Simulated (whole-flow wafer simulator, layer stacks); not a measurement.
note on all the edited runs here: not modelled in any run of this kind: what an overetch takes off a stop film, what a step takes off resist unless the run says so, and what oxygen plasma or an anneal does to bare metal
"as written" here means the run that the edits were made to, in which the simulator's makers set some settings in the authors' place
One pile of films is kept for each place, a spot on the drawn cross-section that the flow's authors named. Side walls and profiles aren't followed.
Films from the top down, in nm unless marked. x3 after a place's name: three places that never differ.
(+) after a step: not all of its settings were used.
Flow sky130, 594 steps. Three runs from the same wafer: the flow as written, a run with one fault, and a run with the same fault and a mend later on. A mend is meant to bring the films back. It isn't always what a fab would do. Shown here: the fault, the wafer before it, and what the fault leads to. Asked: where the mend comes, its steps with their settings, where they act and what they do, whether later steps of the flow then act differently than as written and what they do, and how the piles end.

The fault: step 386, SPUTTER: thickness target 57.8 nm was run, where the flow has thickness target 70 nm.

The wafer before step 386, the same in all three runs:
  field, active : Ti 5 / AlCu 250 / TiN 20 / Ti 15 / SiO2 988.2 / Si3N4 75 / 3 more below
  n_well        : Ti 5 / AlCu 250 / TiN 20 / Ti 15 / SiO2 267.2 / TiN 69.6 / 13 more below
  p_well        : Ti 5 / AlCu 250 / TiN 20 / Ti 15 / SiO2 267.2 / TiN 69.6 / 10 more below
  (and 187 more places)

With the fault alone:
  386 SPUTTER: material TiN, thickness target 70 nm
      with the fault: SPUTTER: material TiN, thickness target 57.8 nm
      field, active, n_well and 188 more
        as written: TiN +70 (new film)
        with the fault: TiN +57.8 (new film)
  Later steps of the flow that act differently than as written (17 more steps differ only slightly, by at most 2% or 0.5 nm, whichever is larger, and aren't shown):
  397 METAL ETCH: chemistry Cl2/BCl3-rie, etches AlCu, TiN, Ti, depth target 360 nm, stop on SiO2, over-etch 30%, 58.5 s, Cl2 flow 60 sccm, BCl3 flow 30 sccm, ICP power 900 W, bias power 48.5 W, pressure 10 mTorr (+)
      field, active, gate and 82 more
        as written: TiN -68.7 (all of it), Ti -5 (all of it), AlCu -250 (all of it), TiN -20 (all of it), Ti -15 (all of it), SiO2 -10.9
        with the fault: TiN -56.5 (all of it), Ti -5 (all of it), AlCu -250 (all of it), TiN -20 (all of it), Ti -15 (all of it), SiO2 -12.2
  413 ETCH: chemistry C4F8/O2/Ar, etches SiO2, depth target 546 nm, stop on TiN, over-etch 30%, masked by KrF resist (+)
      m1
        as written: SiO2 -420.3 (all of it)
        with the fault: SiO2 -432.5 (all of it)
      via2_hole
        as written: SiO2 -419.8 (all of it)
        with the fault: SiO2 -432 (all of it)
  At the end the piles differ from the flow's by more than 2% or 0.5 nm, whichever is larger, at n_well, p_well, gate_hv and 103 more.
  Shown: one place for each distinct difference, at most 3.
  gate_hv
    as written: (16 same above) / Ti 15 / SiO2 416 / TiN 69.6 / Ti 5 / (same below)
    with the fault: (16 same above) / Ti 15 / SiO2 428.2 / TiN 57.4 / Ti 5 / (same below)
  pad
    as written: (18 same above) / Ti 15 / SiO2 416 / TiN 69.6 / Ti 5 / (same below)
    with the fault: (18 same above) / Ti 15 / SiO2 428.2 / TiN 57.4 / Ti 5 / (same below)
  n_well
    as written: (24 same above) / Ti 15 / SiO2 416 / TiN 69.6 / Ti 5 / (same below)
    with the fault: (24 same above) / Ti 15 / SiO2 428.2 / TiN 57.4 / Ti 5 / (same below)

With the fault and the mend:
  The mend comes after step 386.
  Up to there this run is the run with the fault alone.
  386a SPUTTER: material TiN, thickness target 12.2 nm (the flow's step 386 once more, with other settings)
      field, active, n_well and 188 more
        TiN +12.2
  No later step of the flow acts differently than as written at any place that is followed.
  At the end the piles are the same as the flow's at every place that both follow.
